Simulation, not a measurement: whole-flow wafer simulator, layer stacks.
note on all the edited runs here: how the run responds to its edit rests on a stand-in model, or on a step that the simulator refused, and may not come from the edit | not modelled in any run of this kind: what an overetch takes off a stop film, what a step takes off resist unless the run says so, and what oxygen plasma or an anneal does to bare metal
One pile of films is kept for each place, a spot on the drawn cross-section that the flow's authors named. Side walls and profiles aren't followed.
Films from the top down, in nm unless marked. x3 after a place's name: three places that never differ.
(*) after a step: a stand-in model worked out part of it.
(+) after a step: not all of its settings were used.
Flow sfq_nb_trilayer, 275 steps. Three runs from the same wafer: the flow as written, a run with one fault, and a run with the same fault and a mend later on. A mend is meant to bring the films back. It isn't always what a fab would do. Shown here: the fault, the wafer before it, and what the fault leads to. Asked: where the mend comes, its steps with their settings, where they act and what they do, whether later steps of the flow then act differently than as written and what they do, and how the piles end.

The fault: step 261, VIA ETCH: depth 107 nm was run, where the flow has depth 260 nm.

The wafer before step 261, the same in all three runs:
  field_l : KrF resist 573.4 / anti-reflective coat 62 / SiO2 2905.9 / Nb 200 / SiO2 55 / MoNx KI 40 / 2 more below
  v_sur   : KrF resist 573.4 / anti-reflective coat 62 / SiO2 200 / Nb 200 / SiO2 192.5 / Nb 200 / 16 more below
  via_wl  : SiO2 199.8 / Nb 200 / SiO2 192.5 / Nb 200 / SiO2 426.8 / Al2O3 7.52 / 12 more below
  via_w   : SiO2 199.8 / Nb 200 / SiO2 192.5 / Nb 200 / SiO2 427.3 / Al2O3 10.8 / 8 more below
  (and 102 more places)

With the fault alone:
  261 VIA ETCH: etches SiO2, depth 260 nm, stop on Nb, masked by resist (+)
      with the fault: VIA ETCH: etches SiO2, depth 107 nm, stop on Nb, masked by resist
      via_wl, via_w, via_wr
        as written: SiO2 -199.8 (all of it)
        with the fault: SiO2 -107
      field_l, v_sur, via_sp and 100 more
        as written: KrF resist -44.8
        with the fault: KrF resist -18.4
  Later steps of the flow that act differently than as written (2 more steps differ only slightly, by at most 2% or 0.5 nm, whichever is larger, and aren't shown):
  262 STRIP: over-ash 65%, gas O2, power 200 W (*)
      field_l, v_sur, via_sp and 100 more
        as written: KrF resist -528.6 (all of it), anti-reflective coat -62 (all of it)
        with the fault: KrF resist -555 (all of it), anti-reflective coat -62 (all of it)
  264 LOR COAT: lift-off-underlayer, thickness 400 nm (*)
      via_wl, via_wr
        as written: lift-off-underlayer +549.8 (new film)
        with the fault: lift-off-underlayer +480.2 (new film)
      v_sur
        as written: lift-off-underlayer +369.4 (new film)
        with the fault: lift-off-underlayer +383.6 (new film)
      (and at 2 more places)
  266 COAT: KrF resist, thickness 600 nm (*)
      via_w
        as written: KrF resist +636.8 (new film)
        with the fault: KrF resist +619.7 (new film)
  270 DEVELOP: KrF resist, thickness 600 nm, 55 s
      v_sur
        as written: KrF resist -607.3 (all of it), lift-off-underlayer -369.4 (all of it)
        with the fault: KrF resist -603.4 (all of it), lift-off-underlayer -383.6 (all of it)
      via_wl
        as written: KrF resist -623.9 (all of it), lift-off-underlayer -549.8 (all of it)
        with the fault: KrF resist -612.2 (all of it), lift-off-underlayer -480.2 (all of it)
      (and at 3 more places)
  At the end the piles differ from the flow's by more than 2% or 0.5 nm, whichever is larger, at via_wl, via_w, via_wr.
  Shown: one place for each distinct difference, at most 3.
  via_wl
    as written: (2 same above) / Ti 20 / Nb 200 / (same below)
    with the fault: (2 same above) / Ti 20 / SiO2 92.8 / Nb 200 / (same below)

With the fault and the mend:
  The mend comes after step 262.
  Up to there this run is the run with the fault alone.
  262a COAT: anti-reflective coat, thickness 62 nm (*) (the flow's step 254 once more)
      p4_fl x3, p4_w1 x9, p4_g1 x2 and 63 more
        anti-reflective coat +62 (new film)
      c5j, ce_r, sp_r and 13 more
        anti-reflective coat +61.9 (new film)
      be_sur, gap, jj_sur, ce_l
        anti-reflective coat +61.8 (new film)
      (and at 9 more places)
  262b COAT: KrF resist, thickness 650 nm (*) (the flow's step 255 once more)
      p4_fl x3, p4_w1 x9, p4_g1 x2 and 63 more
        KrF resist +650 (new film)
      res, r_end, moat, field_r, lsp_l, ln_m5, lsp_r, l0_sur
        KrF resist +649.5 (new film)
      be_r, r_sur, l0v
        KrF resist +649.4 (new film)
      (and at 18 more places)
  262c SOFTBAKE: KrF resist (the flow's step 256 once more)
      changes no film at any place that is followed
  262d EXPOSE: photomask I7, dose 11.93 mJ/cm2, NA 0.6, wavelength 248 nm (*) (the flow's step 257 once more)
      changes no film at any place that is followed
  262e PEB: KrF resist, 90 s (the flow's step 258 once more)
      jj_sur, ce_l, c5j and 92 more
        KrF resist -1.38
      via_sp, via_v, wire, be, be_sur, gap
        KrF resist -1.37
      field_l
        KrF resist -1.36
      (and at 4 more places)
  262f DEVELOP: KrF resist, thickness 650 nm, 60 s (the flow's step 259 once more)
      field_l, v_sur, via_sp and 100 more
        KrF resist -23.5
      via_wl
        KrF resist -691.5 (all of it)
      via_w
        KrF resist -713.4 (all of it)
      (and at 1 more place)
  262g VIA ETCH: etches anti-reflective coat, depth 125 nm, masked by resist (+) (the flow's step 260 once more)
      field_l, v_sur, via_sp and 100 more
        KrF resist -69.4
      via_wl, via_wr
        anti-reflective coat -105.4 (all of it), SiO2 -0.1
      via_w
        anti-reflective coat -80.4 (all of it), SiO2 -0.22
  262h VIA ETCH: etches SiO2, depth 153 nm, stop on Nb, masked by resist (+) (the flow's step 261 once more, with other settings)
      field_l, v_sur, via_sp and 100 more
        KrF resist -24
      via_wl, via_wr
        SiO2 -92.7 (all of it)
      via_w
        SiO2 -92.6 (all of it)
  262i STRIP: over-ash 65%, gas O2, power 200 W (*) (the flow's step 262 once more)
      p4_fl x3, p4_w1 x9, p4_g1 x2 and 63 more
        KrF resist -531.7 (all of it), anti-reflective coat -62 (all of it)
      r_end, moat, field_r and 6 more
        KrF resist -531.2 (all of it), anti-reflective coat -61.9 (all of it)
      ce_r, sp_r, be_r
        KrF resist -531 (all of it), anti-reflective coat -61.9 (all of it)
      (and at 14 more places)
  No later step of the flow acts differently than as written at any place that is followed.
  At the end the piles are the same as the flow's at every place that both follow.
